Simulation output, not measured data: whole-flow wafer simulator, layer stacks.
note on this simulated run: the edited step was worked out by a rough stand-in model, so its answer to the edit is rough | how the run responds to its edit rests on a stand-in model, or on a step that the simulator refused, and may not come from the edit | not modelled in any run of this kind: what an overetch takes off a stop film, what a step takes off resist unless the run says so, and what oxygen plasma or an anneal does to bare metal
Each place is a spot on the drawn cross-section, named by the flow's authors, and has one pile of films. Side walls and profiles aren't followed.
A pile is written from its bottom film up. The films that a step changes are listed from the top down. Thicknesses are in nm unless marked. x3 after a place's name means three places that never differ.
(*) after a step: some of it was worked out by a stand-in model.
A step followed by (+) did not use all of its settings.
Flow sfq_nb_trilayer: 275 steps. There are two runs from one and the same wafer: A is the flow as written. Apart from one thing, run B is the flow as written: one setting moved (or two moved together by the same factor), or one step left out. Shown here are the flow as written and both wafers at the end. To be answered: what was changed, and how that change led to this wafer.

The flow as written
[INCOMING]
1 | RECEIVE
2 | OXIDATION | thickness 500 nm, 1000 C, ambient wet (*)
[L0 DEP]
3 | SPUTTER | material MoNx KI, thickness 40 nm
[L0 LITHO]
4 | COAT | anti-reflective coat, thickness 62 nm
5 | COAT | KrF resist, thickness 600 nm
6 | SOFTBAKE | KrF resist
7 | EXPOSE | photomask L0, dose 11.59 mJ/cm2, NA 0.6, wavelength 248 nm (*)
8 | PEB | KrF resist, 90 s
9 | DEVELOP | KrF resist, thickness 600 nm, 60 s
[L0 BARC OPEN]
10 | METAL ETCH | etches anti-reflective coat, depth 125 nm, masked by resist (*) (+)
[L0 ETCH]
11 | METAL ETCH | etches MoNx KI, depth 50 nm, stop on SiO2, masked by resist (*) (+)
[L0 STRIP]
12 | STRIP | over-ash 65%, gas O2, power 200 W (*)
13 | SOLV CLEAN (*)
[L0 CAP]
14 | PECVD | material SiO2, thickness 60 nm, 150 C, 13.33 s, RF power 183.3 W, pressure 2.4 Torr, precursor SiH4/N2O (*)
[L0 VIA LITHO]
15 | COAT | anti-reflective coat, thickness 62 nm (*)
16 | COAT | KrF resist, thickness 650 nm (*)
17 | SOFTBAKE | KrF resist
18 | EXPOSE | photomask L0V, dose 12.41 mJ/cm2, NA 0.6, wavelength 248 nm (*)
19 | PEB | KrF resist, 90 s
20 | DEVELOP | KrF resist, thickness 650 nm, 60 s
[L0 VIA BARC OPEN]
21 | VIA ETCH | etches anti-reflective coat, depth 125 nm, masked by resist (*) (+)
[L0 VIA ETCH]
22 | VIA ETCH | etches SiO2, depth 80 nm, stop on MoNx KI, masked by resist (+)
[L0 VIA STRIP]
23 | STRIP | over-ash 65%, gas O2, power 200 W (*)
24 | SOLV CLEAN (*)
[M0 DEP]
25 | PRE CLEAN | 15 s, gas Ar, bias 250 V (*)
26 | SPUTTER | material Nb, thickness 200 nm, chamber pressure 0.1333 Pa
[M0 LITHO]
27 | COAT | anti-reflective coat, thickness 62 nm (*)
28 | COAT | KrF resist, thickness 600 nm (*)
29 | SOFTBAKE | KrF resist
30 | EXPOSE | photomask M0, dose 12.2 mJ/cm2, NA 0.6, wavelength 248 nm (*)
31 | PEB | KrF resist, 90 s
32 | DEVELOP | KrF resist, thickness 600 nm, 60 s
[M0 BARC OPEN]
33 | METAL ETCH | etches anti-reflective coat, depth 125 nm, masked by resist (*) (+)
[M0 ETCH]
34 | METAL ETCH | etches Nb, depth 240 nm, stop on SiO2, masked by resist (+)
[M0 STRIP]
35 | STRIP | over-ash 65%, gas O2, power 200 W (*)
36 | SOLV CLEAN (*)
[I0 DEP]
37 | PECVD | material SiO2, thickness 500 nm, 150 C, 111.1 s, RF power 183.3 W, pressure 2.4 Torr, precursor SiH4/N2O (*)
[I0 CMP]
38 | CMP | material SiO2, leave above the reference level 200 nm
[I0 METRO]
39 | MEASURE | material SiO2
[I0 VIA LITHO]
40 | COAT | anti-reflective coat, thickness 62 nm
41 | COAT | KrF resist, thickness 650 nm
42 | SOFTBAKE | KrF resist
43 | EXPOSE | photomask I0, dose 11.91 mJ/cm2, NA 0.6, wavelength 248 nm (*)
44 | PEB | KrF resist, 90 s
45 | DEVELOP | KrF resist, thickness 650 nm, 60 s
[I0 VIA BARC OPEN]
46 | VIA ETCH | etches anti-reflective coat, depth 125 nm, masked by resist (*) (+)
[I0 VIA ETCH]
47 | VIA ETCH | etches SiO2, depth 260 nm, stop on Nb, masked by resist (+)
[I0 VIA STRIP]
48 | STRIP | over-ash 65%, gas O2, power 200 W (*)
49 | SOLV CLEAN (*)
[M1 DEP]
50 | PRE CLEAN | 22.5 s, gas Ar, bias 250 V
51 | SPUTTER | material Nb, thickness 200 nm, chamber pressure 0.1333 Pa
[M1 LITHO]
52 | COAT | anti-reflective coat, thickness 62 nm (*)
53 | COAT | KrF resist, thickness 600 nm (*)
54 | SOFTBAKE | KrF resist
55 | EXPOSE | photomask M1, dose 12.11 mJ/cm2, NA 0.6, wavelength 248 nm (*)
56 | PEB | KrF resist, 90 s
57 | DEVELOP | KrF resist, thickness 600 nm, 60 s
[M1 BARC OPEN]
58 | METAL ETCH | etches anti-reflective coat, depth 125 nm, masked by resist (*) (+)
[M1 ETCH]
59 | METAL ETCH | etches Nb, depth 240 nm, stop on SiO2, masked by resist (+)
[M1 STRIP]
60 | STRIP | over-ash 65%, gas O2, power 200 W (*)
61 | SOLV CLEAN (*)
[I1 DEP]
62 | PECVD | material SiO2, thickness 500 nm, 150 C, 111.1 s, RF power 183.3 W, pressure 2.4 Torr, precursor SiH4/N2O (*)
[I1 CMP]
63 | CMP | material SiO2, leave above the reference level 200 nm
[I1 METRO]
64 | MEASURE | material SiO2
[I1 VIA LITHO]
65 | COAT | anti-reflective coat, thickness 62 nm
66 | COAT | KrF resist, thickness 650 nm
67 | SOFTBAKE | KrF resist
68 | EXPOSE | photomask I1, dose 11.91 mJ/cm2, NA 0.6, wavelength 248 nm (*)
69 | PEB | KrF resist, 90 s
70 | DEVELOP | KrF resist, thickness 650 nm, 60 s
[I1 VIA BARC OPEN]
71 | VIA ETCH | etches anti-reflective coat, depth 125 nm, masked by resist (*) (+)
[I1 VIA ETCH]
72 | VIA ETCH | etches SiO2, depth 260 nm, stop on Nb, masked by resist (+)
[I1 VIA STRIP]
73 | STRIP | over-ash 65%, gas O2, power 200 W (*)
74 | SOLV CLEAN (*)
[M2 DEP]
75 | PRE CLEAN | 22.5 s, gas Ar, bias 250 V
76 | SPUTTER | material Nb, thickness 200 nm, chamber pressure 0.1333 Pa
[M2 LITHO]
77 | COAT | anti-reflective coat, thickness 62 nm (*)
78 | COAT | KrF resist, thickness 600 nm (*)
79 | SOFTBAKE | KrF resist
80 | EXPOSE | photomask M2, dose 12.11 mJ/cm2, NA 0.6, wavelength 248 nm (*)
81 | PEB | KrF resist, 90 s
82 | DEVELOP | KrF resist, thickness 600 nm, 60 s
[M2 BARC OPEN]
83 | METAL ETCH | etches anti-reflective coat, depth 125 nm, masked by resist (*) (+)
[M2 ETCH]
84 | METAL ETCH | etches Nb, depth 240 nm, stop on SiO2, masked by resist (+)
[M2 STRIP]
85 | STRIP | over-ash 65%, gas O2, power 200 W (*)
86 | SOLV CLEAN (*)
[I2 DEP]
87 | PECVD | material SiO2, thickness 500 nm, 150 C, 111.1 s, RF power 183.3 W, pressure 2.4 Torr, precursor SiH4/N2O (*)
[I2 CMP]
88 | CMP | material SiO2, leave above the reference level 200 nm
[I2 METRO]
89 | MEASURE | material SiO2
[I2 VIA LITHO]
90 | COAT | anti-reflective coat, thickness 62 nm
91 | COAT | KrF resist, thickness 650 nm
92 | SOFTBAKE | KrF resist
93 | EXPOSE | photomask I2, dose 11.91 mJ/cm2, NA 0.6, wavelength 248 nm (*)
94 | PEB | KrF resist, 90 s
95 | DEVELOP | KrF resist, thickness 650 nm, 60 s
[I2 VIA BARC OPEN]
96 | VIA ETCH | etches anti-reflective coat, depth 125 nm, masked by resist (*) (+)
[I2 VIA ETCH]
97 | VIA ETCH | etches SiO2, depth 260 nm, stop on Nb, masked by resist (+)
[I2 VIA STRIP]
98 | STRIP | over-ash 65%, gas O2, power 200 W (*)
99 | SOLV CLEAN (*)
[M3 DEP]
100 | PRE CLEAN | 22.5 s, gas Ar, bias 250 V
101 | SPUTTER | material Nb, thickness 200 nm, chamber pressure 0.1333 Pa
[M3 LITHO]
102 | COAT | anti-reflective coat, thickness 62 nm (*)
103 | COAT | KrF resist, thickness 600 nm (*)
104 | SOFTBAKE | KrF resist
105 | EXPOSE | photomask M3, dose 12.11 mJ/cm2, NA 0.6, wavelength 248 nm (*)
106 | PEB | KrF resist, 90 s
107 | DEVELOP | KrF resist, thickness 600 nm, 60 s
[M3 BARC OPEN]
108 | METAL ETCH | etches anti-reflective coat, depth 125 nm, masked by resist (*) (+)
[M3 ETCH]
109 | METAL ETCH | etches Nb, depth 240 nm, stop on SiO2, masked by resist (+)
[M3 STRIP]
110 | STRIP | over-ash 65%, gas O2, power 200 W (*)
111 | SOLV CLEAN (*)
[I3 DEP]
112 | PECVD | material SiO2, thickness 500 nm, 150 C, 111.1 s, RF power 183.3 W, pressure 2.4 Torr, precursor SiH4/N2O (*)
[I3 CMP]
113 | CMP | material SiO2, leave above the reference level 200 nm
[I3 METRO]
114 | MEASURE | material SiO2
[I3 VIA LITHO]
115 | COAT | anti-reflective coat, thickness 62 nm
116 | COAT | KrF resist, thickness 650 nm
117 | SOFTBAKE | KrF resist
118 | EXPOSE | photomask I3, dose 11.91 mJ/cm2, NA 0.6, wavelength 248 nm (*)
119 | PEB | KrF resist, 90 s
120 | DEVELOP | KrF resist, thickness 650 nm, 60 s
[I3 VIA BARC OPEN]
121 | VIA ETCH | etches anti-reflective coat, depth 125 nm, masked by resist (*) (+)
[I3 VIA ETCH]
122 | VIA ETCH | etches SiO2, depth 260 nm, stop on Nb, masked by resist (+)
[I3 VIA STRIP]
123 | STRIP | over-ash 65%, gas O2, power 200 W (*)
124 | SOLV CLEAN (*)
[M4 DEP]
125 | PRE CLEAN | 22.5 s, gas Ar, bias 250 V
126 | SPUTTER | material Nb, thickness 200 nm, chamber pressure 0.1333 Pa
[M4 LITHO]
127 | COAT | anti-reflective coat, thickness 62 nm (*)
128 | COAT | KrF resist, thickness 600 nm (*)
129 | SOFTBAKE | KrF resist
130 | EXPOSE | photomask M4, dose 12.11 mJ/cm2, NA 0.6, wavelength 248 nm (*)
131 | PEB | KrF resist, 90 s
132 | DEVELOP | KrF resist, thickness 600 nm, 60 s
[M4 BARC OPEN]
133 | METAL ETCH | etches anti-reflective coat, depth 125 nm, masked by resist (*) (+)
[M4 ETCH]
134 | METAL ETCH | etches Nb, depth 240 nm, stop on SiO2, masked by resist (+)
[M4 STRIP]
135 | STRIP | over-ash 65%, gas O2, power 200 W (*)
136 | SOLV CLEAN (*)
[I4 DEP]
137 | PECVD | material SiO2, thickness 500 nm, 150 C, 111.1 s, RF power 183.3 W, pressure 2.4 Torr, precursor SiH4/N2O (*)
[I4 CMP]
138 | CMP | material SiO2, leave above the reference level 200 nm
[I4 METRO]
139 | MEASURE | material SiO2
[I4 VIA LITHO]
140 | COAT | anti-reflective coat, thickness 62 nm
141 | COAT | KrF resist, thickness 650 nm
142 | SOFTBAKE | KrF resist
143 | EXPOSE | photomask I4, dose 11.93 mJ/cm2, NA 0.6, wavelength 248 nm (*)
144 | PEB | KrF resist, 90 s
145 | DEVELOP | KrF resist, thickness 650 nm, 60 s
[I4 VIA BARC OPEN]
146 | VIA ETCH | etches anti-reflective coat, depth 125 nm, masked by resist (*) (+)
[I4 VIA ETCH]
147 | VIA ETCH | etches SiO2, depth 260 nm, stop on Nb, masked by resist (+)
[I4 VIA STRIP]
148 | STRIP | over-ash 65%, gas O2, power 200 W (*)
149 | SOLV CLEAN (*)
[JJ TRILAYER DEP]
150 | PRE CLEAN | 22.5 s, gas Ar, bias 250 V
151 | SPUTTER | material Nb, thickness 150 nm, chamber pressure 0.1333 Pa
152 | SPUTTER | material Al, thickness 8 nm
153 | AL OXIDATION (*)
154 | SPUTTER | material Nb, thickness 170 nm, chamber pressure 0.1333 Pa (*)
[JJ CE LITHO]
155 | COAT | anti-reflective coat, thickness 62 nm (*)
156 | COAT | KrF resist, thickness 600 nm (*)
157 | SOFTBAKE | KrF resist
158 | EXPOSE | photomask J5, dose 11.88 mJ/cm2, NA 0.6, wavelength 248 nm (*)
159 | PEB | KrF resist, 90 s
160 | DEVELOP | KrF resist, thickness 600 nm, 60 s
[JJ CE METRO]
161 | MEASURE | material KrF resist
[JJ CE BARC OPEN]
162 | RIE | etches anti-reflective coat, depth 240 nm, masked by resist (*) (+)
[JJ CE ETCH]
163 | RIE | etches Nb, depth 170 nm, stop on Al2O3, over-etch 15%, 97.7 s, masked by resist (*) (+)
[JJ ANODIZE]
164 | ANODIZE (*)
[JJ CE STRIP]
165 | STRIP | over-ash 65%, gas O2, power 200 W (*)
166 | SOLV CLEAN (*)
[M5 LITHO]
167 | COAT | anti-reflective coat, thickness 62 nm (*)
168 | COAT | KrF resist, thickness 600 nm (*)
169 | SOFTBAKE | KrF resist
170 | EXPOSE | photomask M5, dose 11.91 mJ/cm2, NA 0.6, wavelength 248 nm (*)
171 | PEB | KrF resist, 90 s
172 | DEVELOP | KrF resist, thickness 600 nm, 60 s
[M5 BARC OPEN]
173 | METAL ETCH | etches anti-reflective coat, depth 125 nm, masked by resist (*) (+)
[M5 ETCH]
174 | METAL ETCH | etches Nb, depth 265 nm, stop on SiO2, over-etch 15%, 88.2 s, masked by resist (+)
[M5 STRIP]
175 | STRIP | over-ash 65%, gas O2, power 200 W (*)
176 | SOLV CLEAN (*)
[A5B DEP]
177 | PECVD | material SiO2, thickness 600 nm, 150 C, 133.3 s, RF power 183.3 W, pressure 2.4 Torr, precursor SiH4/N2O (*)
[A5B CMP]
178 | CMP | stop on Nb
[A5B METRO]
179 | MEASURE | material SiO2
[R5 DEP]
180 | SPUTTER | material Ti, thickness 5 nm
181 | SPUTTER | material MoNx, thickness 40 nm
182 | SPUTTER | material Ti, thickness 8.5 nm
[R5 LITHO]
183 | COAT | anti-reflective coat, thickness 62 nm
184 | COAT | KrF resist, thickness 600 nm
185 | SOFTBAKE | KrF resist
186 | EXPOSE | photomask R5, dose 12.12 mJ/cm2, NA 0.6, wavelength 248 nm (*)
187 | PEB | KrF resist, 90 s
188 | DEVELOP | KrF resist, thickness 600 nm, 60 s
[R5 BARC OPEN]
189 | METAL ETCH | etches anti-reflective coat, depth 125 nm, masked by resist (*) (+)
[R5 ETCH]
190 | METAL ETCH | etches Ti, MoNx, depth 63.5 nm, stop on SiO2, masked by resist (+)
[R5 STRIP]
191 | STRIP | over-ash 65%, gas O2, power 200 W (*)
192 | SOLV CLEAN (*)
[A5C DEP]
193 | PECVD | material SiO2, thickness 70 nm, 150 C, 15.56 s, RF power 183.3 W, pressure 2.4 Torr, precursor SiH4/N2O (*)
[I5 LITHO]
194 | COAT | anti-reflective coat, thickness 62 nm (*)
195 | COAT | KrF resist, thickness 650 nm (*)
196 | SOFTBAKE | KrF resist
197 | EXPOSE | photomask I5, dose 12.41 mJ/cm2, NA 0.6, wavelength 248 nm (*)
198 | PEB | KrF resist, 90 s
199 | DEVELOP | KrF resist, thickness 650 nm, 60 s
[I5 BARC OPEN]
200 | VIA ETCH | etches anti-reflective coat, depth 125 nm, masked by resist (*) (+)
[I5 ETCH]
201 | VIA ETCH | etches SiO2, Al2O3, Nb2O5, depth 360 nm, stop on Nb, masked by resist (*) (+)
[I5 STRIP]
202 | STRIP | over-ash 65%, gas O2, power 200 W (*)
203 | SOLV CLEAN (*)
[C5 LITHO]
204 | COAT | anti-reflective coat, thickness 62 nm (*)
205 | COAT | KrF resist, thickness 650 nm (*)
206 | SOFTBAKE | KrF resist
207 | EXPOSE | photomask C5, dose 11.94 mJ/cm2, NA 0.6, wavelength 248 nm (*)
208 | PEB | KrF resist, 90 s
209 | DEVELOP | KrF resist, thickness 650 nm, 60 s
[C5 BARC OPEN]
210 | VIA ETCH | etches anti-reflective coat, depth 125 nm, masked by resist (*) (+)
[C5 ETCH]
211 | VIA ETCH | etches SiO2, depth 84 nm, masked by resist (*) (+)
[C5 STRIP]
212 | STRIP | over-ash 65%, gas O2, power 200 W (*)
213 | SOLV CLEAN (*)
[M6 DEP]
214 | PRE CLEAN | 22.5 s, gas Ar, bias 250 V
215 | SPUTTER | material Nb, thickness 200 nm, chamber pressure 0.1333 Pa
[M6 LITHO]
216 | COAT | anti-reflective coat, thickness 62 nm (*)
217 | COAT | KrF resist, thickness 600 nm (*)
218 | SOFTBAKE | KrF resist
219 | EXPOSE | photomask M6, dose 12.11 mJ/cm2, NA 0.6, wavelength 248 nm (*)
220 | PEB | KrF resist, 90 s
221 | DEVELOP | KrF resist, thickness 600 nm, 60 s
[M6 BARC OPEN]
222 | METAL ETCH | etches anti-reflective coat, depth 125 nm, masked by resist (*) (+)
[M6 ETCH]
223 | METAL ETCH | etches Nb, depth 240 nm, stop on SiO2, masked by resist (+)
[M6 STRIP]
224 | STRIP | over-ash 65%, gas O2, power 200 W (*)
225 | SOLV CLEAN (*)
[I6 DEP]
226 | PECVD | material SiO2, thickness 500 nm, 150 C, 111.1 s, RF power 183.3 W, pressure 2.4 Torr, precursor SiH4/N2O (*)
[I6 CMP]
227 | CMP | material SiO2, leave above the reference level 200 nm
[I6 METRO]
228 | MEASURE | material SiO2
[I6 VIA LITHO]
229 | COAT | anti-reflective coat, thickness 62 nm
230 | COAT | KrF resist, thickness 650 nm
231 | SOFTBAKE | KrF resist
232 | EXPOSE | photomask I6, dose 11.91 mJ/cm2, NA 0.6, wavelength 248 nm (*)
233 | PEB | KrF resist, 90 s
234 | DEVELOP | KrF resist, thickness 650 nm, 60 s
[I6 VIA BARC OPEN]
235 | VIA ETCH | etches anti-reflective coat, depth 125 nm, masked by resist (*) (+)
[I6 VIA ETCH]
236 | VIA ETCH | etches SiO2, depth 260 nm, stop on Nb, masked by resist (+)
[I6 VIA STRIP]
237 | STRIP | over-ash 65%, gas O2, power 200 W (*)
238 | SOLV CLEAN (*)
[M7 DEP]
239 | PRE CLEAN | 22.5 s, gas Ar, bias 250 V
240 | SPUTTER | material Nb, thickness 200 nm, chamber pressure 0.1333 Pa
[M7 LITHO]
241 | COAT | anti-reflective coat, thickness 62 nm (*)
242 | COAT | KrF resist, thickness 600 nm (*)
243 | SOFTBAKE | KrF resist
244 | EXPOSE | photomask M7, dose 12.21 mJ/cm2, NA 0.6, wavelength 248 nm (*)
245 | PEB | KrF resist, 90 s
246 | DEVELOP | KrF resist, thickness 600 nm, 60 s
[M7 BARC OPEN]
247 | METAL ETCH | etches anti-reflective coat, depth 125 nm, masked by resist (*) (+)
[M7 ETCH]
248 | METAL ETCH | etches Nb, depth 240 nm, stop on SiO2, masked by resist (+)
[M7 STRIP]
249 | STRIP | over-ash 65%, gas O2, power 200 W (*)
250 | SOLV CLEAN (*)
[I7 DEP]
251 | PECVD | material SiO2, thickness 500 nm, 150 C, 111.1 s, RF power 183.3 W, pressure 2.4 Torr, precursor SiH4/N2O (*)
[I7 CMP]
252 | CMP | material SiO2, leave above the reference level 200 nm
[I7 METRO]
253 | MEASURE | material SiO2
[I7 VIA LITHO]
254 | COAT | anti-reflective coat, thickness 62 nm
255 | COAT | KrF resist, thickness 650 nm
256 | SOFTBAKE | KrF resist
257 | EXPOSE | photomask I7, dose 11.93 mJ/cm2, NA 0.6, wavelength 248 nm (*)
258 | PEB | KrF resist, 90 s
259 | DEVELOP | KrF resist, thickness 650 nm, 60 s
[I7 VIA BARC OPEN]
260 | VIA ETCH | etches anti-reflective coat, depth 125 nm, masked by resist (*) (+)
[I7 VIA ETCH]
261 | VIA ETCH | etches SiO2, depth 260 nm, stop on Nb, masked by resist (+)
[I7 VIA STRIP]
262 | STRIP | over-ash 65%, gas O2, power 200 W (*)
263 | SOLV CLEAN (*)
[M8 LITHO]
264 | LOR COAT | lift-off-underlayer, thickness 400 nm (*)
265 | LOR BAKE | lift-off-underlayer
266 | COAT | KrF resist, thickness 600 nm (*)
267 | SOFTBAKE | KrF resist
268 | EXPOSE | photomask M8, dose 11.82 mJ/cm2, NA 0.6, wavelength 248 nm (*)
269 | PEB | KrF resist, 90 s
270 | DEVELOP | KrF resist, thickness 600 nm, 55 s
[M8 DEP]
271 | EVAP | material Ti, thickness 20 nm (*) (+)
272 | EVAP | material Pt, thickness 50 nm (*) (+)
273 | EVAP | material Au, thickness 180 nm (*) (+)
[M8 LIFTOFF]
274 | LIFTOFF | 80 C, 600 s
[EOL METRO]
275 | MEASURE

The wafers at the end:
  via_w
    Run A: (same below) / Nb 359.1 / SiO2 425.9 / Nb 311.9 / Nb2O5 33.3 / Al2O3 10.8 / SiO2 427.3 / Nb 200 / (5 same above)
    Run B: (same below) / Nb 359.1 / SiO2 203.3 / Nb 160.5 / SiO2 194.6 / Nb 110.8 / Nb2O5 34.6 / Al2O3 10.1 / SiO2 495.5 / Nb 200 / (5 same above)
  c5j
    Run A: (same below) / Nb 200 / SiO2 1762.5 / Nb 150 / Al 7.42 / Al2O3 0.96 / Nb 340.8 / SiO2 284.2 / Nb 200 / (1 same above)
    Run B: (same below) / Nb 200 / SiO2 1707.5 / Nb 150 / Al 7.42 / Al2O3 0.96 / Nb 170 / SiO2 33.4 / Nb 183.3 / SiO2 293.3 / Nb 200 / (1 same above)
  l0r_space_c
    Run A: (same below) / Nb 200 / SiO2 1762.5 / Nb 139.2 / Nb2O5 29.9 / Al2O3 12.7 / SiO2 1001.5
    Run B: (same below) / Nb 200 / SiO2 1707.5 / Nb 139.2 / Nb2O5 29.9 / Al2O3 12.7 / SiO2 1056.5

Cause: step 112, PECVD: thickness 245 nm was run, whereas the flow has thickness 500 nm; step 112, PECVD: 54.44 s was run, where the flow has 111.1 s.

How this came from the change, step by step:
  112 | PECVD | material SiO2, thickness 500 nm, 150 C, 111.1 s, RF power 183.3 W, pressure 2.4 Torr, precursor SiH4/N2O (*)
      field_l, be, be_sur and 64 more: A +500 SiO2 | B +245 SiO2
      v_sur, via_wl, via_wr and 27 more: A +500 SiO2 (new film) | B +245 SiO2 (new film)
      (also at 9 further places)
  113 | CMP | material SiO2, leave above the reference level 200 nm
      field_l, be, be_sur and 64 more: A -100 SiO2 | B nothing
      p4_g1, p4_g2, p3_s0, p3_s1, p3_s2, p3_s3, p3_s4, p3_s5: A -157.1 SiO2 | B nothing
      (also at 31 further places)
  115 | COAT | anti-reflective coat, thickness 62 nm
      m0r_space_l, m0r_space_r, m6r_space_l, m6r_space_r, m7r_space_l, m7r_space_r: A +62 anti-reflective coat (new film) | B +80.4 anti-reflective coat (new film)
      p3_s0, p3_s1, p3_s2, p3_s3: A +62 anti-reflective coat (new film) | B +106.1 anti-reflective coat (new film)
      (also at 77 further places)
  116 | COAT | KrF resist, thickness 650 nm
      m0r_line_l, m0r_line_r, m6r_line_l, m6r_line_r, m7r_line_l, m7r_line_r: A +650 KrF resist (new film) | B +680.6 KrF resist (new film)
      m0r_space_l, m0r_space_r, m6r_space_l, m6r_space_r, m7r_space_l, m7r_space_r: A +650 KrF resist (new film) | B +669.8 KrF resist (new film)
      (also at 72 further places)
  120 | DEVELOP | KrF resist, thickness 650 nm, 60 s
      via_v: A -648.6 KrF resist (all of it) | B -592.6 KrF resist (all of it)
  121 | VIA ETCH | etches anti-reflective coat, depth 125 nm, masked by resist (*) (+)
      field_l, v_sur, via_wl and 102 more: A -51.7 KrF resist | B -41.3 KrF resist
      via_v: A -62 anti-reflective coat (all of it), -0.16 SiO2 | B -49.5 anti-reflective coat (all of it), -0.12 SiO2
  123 | STRIP | over-ash 65%, gas O2, power 200 W (*)
      m0r_line_l, m0r_line_r, m6r_line_l, m6r_line_r, m7r_line_l, m7r_line_r: A -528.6 KrF resist (all of it), -62 anti-reflective coat (all of it) | B -569.6 KrF resist (all of it), -62.2 anti-reflective coat (all of it)
      m0r_space_l, m0r_space_r, m6r_space_l, m6r_space_r, m7r_space_l, m7r_space_r: A -528.6 KrF resist (all of it), -62 anti-reflective coat (all of it) | B -558.8 KrF resist (all of it), -80.4 anti-reflective coat (all of it)
      (also at 93 further places)
  126 | SPUTTER | material Nb, thickness 200 nm, chamber pressure 0.1333 Pa
      via_w: A +200 Nb (new film) | B +160.5 Nb (new film)
  127 | COAT | anti-reflective coat, thickness 62 nm (*)
      p3_l1, p3_l2, p3_l3, p3_l4: A +62 anti-reflective coat (new film) | B +44 anti-reflective coat (new film)
      wl_a_m6, wl_a_sr, wl_b_m5: A +62 anti-reflective coat (new film) | B +58.2 anti-reflective coat (new film)
      (also at 79 further places)
  128 | COAT | KrF resist, thickness 600 nm (*)
      m0r_line_l, m6r_line_l, m7r_line_l: A +600 KrF resist (new film) | B +627.9 KrF resist (new film)
      m0r_space_l, m6r_space_l, m7r_space_l: A +600 KrF resist (new film) | B +620.6 KrF resist (new film)
      (also at 78 further places)
  132 | DEVELOP | KrF resist, thickness 600 nm, 60 s
      m0r_line_l, m6r_line_l, m7r_line_l: A -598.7 KrF resist (all of it) | B -626.6 KrF resist (all of it)
      m0r_space_l, m6r_space_l, m7r_space_l: A -598.7 KrF resist (all of it) | B -619.3 KrF resist (all of it)
      (also at 42 further places)
  133 | METAL ETCH | etches anti-reflective coat, depth 125 nm, masked by resist (*) (+)
      m5r_linepad_l, m5r_linepad_r, r5r_spacepad_l, r5r_spacepad_r: A -62 anti-reflective coat (all of it) | B -125 anti-reflective coat
      v_sur, via_wl, via_w and 36 more: A -51.7 KrF resist | B -69.4 KrF resist
      (also at 46 further places)
  134 | METAL ETCH | etches Nb, depth 240 nm, stop on SiO2, masked by resist (+)
      m5r_linepad_l, m5r_linepad_r: A -200 Nb (all of it) | B -20 anti-reflective coat (all of it), -200 Nb (all of it)
      r5r_spacepad_l, r5r_spacepad_r: A -200 Nb (all of it) | B -20.6 anti-reflective coat (all of it), -200 Nb (all of it)
  135 | STRIP | over-ash 65%, gas O2, power 200 W (*)
      v_sur: A -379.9 KrF resist (all of it), -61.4 anti-reflective coat (all of it) | B -282.8 KrF resist (all of it), -40.6 anti-reflective coat (all of it)
      via_wl: A -379.4 KrF resist (all of it), -61.3 anti-reflective coat (all of it) | B -291.5 KrF resist (all of it), -34.1 anti-reflective coat (all of it)
      (also at 37 further places)
  137 | PECVD | material SiO2, thickness 500 nm, 150 C, 111.1 s, RF power 183.3 W, pressure 2.4 Torr, precursor SiH4/N2O (*)
      p3_s0, p3_s1, p3_s2, p3_s3, p3_s4, p3_s5: A +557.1 SiO2 | B +500 SiO2
      p4_g1, p4_g2: A +500 SiO2 (new film) | B +512.1 SiO2 (new film)
      (also at 1 further place)
  138 | CMP | material SiO2, leave above the reference level 200 nm
      field_l, be, be_sur and 55 more: A -100 SiO2 | B nothing
      p3_s0, p3_s1, p3_s2, p3_s3, p3_s4, p3_s5: A -157.1 SiO2 | B nothing
      (also at 12 further places)
  ... another 59 steps ...
  274 | LIFTOFF | 80 C, 600 s
      be: A -180 Au (all of it), -50 Pt (all of it), -20 Ti (all of it), -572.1 KrF resist (all of it), -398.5 lift-off-underlayer (all of it) | B -180 Au (all of it), -50 Pt (all of it), -20 Ti (all of it), -600.4 KrF resist (all of it), -651.7 lift-off-underlayer (all of it)
      be_sur: A -180 Au (all of it), -50 Pt (all of it), -20 Ti (all of it), -572.6 KrF resist (all of it), -398.9 lift-off-underlayer (all of it) | B -180 Au (all of it), -50 Pt (all of it), -20 Ti (all of it), -582.5 KrF resist (all of it), -377 lift-off-underlayer (all of it)
If metal films that touch count as one body, via_w has 6 bodies (between them, from the top down: SiO2 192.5; SiO2 495.5 / Al2O3 10.1 / Nb2O5 34.6; SiO2 194.6; SiO2 203.3; SiO2 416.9); the flow as written gives 5 bodies (between them, from the top down: SiO2 192.5; SiO2 427.3 / Al2O3 10.8 / Nb2O5 33.3; SiO2 425.9; SiO2 416.9).
If metal films that touch count as one body, c5j has 5 bodies (between them, from the top down: SiO2 293.3; SiO2 33.4; Al2O3 0.96; SiO2 1707.5); the flow as written gives 4 bodies (between them, from the top down: SiO2 284.2; Al2O3 0.96; SiO2 1762.5).
